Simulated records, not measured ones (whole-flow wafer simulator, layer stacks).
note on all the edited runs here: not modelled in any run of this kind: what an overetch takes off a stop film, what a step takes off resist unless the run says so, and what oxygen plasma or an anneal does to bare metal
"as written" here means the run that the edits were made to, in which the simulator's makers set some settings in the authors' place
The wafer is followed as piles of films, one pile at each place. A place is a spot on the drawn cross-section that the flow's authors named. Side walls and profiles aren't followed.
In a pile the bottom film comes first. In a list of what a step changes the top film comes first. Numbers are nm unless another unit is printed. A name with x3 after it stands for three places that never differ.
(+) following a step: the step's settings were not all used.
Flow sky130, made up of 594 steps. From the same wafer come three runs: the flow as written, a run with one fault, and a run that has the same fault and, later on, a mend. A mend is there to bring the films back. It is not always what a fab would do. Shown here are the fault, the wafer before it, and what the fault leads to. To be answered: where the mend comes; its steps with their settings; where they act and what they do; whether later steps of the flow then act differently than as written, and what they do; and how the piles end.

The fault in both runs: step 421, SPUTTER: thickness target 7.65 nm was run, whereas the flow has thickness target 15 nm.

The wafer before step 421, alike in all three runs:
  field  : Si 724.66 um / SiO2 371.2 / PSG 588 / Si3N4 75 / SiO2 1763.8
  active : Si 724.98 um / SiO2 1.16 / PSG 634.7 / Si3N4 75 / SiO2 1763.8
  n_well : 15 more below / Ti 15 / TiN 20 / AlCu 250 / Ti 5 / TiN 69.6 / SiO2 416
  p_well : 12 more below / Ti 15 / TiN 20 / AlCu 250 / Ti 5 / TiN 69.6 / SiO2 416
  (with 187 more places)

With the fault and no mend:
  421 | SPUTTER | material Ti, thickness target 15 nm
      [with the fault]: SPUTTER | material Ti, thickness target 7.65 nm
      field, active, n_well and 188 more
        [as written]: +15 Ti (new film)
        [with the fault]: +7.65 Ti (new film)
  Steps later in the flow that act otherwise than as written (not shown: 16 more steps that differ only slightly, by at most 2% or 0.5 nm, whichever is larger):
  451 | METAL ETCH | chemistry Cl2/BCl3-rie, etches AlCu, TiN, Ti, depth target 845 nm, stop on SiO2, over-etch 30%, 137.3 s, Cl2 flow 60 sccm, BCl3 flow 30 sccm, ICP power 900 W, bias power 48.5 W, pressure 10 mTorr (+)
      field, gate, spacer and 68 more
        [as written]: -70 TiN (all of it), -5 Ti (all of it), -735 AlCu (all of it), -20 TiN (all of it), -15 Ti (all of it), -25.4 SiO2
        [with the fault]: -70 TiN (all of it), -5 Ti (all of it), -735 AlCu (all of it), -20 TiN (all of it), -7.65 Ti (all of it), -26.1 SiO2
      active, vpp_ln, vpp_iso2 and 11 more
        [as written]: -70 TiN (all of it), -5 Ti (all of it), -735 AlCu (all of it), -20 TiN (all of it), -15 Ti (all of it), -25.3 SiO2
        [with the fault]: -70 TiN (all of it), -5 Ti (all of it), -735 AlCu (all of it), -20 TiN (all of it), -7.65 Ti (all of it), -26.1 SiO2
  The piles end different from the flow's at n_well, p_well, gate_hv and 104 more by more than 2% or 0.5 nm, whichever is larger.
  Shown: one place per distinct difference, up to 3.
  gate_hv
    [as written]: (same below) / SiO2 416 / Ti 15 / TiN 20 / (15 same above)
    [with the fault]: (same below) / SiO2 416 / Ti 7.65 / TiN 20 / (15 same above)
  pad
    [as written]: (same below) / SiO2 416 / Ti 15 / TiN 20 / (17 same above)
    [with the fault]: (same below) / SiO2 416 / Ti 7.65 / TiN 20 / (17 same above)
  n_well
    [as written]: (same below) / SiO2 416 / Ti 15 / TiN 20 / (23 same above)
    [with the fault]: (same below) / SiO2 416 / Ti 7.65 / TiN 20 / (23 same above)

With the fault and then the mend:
  After step 421 comes the mend.
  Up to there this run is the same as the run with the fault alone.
  421a | SPUTTER | material Ti, thickness target 7.35 nm (the flow's step 421 again, with other settings)
      field, active, n_well and 188 more
        +7.35 Ti
  Later steps of the flow that are run all act as written at every place that is followed.
  By the end, the piles equal the flow's at every place that both follow.
